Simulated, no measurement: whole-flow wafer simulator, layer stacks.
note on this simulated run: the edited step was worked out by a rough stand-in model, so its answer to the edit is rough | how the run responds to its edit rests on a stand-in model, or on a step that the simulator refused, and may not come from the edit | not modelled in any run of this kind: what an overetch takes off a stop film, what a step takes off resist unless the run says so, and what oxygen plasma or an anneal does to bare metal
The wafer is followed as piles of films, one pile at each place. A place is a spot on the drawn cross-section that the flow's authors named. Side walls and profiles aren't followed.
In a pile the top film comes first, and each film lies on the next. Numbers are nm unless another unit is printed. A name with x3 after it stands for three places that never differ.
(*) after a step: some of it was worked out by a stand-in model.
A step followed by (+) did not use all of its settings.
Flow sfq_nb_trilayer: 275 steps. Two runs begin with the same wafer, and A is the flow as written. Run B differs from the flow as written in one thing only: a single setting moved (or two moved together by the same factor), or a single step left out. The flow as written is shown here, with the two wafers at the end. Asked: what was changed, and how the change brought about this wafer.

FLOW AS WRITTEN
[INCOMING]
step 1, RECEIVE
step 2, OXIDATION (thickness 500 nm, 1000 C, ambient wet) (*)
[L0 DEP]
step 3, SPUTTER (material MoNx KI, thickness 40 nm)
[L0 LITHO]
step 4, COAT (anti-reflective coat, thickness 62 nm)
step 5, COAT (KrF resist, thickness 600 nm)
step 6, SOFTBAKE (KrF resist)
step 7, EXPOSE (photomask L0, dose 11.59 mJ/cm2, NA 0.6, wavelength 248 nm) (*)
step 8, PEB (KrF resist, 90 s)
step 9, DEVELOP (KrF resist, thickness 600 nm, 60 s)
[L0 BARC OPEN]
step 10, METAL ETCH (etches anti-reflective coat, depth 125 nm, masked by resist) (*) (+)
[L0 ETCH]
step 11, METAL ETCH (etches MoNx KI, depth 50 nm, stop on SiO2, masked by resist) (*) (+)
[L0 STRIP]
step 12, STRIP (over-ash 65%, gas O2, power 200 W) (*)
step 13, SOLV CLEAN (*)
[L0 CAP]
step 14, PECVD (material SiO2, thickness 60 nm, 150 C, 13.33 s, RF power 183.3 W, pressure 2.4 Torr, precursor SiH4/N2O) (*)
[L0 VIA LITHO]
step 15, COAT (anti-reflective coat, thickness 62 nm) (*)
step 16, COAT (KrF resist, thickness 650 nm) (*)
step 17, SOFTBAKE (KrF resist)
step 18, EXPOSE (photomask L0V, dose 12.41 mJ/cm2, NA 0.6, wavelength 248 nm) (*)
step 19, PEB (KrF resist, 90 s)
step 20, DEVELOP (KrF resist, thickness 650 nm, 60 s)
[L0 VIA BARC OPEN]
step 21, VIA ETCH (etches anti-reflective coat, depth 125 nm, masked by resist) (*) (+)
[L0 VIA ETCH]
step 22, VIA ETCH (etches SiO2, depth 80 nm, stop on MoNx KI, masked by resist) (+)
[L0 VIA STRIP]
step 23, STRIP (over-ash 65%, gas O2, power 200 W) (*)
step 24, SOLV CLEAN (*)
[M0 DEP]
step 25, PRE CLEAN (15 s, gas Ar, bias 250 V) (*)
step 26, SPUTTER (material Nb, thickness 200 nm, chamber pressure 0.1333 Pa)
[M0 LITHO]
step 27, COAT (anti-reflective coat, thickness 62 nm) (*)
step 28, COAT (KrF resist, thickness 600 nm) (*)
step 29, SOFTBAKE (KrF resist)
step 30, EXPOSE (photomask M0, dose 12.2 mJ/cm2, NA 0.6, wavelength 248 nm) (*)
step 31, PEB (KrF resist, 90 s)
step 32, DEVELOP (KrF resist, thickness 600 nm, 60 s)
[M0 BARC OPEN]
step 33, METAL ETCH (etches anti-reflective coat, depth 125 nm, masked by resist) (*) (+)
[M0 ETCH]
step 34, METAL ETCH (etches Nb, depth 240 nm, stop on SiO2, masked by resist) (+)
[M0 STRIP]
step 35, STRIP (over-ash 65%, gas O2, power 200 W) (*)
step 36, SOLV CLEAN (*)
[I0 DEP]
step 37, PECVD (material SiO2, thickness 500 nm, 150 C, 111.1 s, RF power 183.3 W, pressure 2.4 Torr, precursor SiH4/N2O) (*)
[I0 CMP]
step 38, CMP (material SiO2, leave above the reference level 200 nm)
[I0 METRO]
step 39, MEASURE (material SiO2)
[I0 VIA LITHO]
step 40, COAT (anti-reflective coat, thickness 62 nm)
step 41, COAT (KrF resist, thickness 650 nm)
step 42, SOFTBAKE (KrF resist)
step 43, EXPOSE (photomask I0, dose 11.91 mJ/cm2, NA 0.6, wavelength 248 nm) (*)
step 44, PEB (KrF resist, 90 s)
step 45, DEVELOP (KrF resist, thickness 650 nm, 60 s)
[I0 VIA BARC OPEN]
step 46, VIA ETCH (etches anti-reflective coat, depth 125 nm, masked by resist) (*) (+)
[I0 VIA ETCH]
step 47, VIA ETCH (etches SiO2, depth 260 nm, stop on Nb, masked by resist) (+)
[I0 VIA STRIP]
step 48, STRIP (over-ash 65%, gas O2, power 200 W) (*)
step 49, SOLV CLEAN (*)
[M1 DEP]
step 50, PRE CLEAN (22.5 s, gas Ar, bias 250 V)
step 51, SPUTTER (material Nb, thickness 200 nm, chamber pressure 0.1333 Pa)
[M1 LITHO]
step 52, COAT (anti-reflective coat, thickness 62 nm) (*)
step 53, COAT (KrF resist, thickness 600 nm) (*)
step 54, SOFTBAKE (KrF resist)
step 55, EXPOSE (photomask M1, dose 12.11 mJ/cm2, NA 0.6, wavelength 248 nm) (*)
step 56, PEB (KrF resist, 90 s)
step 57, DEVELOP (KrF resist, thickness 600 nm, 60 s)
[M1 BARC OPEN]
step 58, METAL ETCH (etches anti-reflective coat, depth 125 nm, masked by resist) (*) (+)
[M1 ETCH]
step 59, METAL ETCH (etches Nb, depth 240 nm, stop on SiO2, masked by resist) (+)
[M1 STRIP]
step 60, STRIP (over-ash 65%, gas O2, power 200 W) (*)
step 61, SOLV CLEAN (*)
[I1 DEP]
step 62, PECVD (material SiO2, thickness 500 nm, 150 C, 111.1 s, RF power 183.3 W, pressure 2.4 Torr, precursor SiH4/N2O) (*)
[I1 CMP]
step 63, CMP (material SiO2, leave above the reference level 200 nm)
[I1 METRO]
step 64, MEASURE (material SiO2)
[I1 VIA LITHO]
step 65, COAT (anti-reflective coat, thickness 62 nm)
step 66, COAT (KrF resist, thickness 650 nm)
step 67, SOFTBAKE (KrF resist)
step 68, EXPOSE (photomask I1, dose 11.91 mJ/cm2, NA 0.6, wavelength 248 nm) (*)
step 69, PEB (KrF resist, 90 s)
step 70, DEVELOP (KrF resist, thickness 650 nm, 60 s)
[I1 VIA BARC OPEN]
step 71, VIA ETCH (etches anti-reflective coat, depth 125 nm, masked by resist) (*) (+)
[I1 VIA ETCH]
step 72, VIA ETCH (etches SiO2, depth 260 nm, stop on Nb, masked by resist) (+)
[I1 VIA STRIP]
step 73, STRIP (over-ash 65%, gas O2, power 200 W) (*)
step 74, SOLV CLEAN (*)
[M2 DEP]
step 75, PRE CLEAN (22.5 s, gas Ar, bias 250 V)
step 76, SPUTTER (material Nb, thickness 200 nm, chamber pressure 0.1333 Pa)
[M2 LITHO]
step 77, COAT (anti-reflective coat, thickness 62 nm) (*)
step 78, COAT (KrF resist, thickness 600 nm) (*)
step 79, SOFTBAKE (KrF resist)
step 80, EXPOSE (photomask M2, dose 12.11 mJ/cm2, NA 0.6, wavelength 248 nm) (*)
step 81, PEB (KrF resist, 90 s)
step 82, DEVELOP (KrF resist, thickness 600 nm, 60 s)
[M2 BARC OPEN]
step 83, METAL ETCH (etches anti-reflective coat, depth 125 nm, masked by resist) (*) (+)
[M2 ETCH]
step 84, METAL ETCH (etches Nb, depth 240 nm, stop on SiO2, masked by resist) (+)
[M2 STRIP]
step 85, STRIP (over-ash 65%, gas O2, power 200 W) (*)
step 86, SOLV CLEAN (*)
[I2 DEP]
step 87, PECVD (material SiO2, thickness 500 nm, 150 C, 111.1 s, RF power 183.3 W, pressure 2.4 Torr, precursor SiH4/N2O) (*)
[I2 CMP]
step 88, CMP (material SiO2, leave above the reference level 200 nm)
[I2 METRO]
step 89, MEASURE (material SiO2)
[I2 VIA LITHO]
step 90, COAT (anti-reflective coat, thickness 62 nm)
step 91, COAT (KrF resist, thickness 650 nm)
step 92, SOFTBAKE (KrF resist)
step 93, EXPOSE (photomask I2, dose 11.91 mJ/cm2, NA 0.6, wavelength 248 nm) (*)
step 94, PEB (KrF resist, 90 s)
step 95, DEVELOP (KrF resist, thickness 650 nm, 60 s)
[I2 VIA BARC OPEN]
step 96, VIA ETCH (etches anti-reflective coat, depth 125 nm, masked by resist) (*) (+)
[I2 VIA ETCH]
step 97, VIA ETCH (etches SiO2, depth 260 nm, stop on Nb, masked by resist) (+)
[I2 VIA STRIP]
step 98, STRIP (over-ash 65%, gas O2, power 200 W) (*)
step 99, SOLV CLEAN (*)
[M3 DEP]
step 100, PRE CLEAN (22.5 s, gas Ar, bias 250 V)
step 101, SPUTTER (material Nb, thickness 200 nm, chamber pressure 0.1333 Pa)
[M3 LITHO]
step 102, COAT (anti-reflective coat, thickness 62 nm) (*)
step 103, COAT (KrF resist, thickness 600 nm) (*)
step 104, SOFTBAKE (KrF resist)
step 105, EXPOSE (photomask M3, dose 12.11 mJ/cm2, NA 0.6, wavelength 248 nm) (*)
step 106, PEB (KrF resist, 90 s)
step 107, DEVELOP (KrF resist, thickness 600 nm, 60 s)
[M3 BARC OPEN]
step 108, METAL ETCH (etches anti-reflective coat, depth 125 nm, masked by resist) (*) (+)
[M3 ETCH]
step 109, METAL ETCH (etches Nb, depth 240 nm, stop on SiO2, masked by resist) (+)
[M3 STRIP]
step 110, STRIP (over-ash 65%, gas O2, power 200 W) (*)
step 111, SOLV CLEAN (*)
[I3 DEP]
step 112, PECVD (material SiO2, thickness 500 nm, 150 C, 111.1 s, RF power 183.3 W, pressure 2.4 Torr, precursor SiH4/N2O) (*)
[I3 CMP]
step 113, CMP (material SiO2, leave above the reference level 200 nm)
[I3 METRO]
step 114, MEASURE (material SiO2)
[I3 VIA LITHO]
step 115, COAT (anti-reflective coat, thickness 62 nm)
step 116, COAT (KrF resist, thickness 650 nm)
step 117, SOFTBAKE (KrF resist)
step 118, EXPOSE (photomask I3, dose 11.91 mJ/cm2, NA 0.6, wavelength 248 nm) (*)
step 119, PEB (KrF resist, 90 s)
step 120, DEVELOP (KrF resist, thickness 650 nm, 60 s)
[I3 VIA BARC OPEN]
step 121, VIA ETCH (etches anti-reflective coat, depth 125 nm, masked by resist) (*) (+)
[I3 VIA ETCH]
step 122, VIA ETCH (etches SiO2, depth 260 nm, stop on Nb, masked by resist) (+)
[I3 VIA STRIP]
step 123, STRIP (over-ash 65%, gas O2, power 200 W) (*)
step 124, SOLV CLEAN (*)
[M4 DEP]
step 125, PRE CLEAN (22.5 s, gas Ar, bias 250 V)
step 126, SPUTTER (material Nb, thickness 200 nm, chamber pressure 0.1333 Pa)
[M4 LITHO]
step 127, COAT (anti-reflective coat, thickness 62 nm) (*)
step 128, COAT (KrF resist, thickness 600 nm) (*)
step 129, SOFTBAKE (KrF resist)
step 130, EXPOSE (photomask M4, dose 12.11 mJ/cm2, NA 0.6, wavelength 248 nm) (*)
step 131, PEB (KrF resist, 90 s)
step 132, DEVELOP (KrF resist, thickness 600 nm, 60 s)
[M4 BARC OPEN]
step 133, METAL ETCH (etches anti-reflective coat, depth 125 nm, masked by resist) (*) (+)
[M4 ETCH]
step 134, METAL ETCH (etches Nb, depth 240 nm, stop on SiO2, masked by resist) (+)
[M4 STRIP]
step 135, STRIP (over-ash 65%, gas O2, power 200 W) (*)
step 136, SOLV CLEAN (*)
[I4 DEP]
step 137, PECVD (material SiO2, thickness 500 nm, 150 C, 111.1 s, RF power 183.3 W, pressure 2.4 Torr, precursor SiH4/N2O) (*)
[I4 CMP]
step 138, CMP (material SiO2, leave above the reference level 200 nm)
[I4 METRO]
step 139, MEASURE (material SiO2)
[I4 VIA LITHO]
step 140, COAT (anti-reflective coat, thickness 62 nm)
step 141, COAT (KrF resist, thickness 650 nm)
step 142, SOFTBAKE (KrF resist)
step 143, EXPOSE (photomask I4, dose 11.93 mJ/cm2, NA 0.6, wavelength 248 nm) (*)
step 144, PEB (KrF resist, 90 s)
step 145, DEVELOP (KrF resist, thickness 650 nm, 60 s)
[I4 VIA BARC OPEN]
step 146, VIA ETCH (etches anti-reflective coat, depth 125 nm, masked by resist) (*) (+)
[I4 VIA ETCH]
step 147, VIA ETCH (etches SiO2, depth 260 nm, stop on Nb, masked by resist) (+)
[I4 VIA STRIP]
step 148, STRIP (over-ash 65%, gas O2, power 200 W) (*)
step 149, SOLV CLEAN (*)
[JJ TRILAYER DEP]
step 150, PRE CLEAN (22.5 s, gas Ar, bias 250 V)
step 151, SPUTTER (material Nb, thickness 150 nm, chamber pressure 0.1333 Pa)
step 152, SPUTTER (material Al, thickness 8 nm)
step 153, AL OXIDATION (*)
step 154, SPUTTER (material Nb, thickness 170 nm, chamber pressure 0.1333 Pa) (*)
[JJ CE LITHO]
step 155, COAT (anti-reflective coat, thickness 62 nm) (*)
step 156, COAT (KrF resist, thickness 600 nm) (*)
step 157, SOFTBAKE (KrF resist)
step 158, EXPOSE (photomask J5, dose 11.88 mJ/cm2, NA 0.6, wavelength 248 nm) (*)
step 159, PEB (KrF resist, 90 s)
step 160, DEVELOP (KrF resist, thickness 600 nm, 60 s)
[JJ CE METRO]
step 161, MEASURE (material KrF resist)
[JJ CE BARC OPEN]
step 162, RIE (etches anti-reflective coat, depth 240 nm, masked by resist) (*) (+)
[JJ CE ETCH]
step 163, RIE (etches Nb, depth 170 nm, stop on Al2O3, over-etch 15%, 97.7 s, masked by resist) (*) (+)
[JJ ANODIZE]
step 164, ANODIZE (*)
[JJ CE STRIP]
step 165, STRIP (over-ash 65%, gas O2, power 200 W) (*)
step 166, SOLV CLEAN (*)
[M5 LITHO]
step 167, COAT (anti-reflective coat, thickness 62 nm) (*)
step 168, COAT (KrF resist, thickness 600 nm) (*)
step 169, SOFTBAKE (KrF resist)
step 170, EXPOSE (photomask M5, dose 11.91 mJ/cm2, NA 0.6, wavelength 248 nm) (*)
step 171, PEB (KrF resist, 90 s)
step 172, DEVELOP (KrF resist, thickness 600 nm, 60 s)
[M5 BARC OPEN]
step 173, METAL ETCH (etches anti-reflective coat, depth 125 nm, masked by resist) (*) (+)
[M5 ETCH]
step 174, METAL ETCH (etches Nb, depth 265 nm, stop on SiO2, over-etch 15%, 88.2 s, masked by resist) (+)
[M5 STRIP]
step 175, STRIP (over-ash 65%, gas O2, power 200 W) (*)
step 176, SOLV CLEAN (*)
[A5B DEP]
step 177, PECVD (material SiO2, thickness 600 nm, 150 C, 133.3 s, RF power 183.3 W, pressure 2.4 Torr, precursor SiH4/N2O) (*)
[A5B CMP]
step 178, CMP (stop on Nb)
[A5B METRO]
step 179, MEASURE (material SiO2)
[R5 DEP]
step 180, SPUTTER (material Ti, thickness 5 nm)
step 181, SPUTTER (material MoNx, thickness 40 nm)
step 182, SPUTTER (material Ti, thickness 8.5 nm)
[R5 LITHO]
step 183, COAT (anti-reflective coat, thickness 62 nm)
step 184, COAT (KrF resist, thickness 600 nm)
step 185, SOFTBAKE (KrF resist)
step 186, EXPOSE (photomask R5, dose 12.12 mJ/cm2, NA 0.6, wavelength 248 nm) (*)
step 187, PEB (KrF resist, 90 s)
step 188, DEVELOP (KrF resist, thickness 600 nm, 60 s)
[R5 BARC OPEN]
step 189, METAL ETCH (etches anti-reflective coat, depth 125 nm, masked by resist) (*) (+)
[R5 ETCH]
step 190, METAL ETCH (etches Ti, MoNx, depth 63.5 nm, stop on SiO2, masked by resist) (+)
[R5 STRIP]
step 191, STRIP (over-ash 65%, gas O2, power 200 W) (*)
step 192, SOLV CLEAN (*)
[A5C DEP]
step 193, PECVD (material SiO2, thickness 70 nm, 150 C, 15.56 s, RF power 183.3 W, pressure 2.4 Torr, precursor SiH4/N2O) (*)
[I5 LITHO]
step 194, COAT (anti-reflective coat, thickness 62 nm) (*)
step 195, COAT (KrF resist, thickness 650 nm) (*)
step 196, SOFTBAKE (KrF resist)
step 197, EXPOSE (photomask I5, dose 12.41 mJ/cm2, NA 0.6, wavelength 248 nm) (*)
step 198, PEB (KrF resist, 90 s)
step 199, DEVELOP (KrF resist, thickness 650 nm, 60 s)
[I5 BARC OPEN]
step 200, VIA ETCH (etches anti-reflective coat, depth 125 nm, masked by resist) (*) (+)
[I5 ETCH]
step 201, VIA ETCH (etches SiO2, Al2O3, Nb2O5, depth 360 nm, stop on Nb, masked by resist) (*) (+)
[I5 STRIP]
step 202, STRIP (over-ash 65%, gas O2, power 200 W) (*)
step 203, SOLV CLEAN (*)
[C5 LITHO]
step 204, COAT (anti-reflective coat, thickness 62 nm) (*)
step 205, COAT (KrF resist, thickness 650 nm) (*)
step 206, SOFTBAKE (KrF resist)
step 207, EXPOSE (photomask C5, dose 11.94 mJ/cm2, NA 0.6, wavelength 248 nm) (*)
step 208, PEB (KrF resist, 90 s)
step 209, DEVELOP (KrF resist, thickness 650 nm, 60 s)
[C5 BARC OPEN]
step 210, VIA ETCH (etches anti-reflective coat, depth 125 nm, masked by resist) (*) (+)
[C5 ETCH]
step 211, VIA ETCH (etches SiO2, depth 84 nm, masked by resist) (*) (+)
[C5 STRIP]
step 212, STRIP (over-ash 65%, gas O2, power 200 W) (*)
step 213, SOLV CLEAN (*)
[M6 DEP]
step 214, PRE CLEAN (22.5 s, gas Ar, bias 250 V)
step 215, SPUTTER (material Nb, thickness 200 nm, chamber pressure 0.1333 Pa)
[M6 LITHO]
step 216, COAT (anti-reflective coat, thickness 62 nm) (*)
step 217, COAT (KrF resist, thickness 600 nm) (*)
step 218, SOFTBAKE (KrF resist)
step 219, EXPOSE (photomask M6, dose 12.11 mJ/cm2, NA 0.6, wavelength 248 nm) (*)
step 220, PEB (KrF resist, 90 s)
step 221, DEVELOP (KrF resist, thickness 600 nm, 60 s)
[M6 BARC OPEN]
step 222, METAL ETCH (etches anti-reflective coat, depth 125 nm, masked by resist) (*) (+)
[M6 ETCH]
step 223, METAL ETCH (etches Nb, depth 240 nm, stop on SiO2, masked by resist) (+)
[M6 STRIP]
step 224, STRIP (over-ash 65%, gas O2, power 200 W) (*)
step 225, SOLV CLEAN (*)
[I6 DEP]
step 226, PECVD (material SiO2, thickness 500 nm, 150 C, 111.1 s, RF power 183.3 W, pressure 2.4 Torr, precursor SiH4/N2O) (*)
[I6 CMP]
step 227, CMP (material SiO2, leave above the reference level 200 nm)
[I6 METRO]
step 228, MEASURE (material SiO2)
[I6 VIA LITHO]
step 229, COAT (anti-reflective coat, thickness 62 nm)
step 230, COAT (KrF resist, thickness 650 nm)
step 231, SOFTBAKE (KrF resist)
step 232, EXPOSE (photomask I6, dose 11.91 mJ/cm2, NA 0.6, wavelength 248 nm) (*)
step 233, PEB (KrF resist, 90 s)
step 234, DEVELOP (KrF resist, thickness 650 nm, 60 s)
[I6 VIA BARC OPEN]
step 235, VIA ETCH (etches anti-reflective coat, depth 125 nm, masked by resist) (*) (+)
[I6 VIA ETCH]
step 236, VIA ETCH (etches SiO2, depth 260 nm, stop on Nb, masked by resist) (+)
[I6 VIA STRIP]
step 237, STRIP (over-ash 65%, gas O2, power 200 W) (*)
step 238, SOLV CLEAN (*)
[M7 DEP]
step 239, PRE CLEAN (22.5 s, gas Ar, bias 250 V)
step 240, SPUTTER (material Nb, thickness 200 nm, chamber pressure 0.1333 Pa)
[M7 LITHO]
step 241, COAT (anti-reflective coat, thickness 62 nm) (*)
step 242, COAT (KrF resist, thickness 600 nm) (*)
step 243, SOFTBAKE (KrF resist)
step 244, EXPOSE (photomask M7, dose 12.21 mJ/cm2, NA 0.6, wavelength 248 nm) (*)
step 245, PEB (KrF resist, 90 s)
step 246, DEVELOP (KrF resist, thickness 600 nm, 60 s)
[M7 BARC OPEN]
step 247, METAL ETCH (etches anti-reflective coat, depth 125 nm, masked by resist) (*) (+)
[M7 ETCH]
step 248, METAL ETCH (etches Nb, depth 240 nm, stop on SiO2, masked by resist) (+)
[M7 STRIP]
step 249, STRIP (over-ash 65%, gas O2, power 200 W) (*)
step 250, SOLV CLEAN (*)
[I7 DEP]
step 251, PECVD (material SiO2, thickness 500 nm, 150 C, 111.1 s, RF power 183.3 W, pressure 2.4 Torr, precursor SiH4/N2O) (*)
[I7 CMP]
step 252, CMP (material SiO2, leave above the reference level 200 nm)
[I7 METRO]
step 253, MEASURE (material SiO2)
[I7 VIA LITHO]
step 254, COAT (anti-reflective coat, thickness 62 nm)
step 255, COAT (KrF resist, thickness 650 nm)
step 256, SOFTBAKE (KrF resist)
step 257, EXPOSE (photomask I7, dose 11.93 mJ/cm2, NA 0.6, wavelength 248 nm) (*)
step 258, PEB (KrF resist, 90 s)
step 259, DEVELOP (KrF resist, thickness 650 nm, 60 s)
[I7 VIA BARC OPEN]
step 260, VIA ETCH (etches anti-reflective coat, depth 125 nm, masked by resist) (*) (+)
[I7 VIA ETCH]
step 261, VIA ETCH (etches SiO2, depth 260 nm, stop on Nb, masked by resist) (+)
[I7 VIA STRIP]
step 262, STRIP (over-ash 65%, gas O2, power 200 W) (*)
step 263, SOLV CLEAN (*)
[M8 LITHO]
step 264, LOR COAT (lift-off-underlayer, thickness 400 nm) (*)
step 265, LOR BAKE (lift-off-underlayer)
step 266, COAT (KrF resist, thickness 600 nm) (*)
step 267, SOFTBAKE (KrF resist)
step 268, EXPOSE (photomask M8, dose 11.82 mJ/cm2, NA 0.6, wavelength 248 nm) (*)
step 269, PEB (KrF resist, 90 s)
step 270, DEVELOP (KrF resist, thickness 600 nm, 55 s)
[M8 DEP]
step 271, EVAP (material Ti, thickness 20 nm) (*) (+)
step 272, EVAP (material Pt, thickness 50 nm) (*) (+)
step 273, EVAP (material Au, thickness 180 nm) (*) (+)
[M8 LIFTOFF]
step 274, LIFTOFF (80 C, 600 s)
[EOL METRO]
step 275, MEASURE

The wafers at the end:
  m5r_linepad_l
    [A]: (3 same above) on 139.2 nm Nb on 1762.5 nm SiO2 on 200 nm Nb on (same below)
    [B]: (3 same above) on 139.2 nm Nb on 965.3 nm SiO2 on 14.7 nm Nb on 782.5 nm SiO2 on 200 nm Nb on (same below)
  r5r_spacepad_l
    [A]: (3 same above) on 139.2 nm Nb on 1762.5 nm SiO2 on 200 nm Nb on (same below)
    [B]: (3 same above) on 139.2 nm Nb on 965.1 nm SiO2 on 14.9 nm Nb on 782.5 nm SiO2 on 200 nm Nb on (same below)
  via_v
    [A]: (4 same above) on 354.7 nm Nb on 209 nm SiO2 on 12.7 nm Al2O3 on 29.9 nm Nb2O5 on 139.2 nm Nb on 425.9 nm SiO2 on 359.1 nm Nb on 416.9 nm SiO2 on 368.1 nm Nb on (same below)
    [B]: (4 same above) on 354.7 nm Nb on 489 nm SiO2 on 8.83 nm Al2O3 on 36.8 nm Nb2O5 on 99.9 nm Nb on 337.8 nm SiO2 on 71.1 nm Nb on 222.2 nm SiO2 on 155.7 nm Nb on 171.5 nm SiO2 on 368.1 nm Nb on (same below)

The reason: step 87, PECVD: thickness 205 nm was run, while the flow as written has thickness 500 nm; step 87, PECVD: 45.56 s was run, where the flow has 111.1 s.

How this came from the change, step by step:
  step 87, PECVD (material SiO2, thickness 500 nm, 150 C, 111.1 s, RF power 183.3 W, pressure 2.4 Torr, precursor SiH4/N2O) (*)
      field_l, be, be_sur and 81 more: A +500 SiO2 | B +205 SiO2
      v_sur, via_wl, via_w and 18 more: A +500 SiO2 (new film) | B +205 SiO2 (new film)
      (and at 1 other place as well)
  step 88, CMP (material SiO2, leave above the reference level 200 nm)
      field_l, be, be_sur and 81 more: A -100 SiO2 | B nothing
      via_v: A -181.6 SiO2 | B nothing
      (and at 21 other places as well)
  step 90, COAT (anti-reflective coat, thickness 62 nm)
      p3_l3, p3_l5, p3_l6, m8r_pad_w: A +62 anti-reflective coat (new film) | B +64.2 anti-reflective coat (new film)
      ce_l, ce_r, p3_s1: A +62 anti-reflective coat (new film) | B +63.9 anti-reflective coat (new film)
      (and at 76 other places as well)
  step 91, COAT (KrF resist, thickness 650 nm)
      field_l, m0r_line_l, m6r_line_l, m7r_line_l: A +650 KrF resist (new film) | B +686.8 KrF resist (new film)
      m0r_space_l, m6r_space_l, m7r_space_l: A +650 KrF resist (new film) | B +676.2 KrF resist (new film)
      (and at 62 other places as well)
  step 95, DEVELOP (KrF resist, thickness 650 nm, 60 s)
      via_w: A -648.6 KrF resist (all of it) | B -579.7 KrF resist (all of it)
  step 96, VIA ETCH (etches anti-reflective coat, depth 125 nm, masked by resist) (*) (+)
      field_l, v_sur, via_wl and 102 more: A -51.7 KrF resist | B -38.6 KrF resist
      via_w: A -62 anti-reflective coat (all of it), -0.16 SiO2 | B -46.4 anti-reflective coat (all of it), -0.12 SiO2
  step 98, STRIP (over-ash 65%, gas O2, power 200 W) (*)
      p3_s3, p3_l4, p3_s4: A -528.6 KrF resist (all of it), -62 anti-reflective coat (all of it) | B -547.7 KrF resist (all of it), -64.1 anti-reflective coat (all of it)
      m0r_line_l, m6r_line_l, m7r_line_l: A -528.6 KrF resist (all of it), -62 anti-reflective coat (all of it) | B -578.3 KrF resist (all of it), -61.4 anti-reflective coat (all of it)
      (and at 99 other places as well)
  step 101, SPUTTER (material Nb, thickness 200 nm, chamber pressure 0.1333 Pa)
      via_v: A +200 Nb (new film) | B +155.7 Nb (new film)
  step 102, COAT (anti-reflective coat, thickness 62 nm) (*)
      m0r_space_l, m0r_space_r, m6r_space_l, m6r_space_r, m7r_space_l, m7r_space_r: A +62 anti-reflective coat (new film) | B +81.9 anti-reflective coat (new film)
      p3_l3, p3_l5, p3_l6: A +62 anti-reflective coat (new film) | B +64.2 anti-reflective coat (new film)
      (and at 74 other places as well)
  step 103, COAT (KrF resist, thickness 600 nm) (*)
      m0r_space_l, m0r_space_r, m5r_space_l, m5r_space_r, m6r_space_l, m6r_space_r, m7r_space_l, m7r_space_r: A +600 KrF resist (new film) | B +626.1 KrF resist (new film)
      m0r_line_l, m0r_line_r, m6r_line_l, m6r_line_r, m7r_line_l, m7r_line_r: A +600 KrF resist (new film) | B +636 KrF resist (new film)
      (and at 55 other places as well)
  step 107, DEVELOP (KrF resist, thickness 600 nm, 60 s)
      m0r_space_l, m0r_space_r, m5r_space_l, m5r_space_r, m6r_space_l, m6r_space_r, m7r_space_l, m7r_space_r: A -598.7 KrF resist (all of it) | B -624.8 KrF resist (all of it)
      m0r_line_l, m0r_line_r, m6r_line_l, m6r_line_r, m7r_line_l, m7r_line_r: A -598.7 KrF resist (all of it) | B -634.7 KrF resist (all of it)
      (and at 32 other places as well)
  step 108, METAL ETCH (etches anti-reflective coat, depth 125 nm, masked by resist) (*) (+)
      m5r_linepad_l, m5r_linepad_r, r5r_spacepad_l, r5r_spacepad_r, m8r_pad_l, m8r_pad_r: A -62 anti-reflective coat (all of it) | B -125 anti-reflective coat
      v_sur, via_wl, via_w and 28 more: A -51.7 KrF resist | B -69.4 KrF resist
      (and at 50 other places as well)
  step 109, METAL ETCH (etches Nb, depth 240 nm, stop on SiO2, masked by resist) (+)
      m5r_linepad_l, m5r_linepad_r: A -200 Nb (all of it) | B -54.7 anti-reflective coat (all of it), -185.3 Nb
      r5r_spacepad_l, r5r_spacepad_r: A -200 Nb (all of it) | B -54.9 anti-reflective coat (all of it), -185.1 Nb
      (and at 2 other places as well)
  step 110, STRIP (over-ash 65%, gas O2, power 200 W) (*)
      v_sur: A -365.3 KrF resist (all of it), -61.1 anti-reflective coat (all of it) | B -265.6 KrF resist (all of it), -36.8 anti-reflective coat (all of it)
      via_wl: A -384.2 KrF resist (all of it), -34.2 anti-reflective coat (all of it) | B -280.6 KrF resist (all of it), -27 anti-reflective coat (all of it)
      (and at 28 other places as well)
  step 112, PECVD (material SiO2, thickness 500 nm, 150 C, 111.1 s, RF power 183.3 W, pressure 2.4 Torr, precursor SiH4/N2O) (*)
      m5r_linepad_l, m5r_linepad_r, r5r_spacepad_l, r5r_spacepad_r: A +500 SiO2 | B +500 SiO2 (new film)
      via_v: A +500 SiO2 (new film) | B +646.9 SiO2 (new film)
  step 113, CMP (material SiO2, leave above the reference level 200 nm)
      field_l, be, be_sur and 64 more: A -100 SiO2 | B nothing
      p4_g1, p4_g2, p3_s0, p3_s1, p3_s2, p3_s3, p3_s4, p3_s5: A -157.1 SiO2 | B nothing
      (and at 10 other places as well)
  ... 33 other steps ...
  step 178, CMP (stop on Nb)
      via_v: A -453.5 SiO2 | B -340.8 SiO2
If metal films that touch count as one body, m5r_linepad_l has 3 bodies (between them, from the top down: SiO2 965.3; SiO2 782.5); the flow as written gives 2 bodies (between them, from the top down: SiO2 1762.5).
If metal films that touch count as one body, r5r_spacepad_l has 3 bodies (between them, from the top down: SiO2 965.1; SiO2 782.5); the flow as written gives 2 bodies (between them, from the top down: SiO2 1762.5).
If metal films that touch count as one body, via_v has 7 bodies (between them, from the top down: SiO2 437.8; SiO2 489 / Al2O3 8.83 / Nb2O5 36.8; SiO2 337.8; SiO2 222.2; SiO2 171.5; SiO2 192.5); the flow as written gives 6 bodies (between them, from the top down: SiO2 437.8; SiO2 209 / Al2O3 12.7 / Nb2O5 29.9; SiO2 425.9; SiO2 416.9; SiO2 192.5).
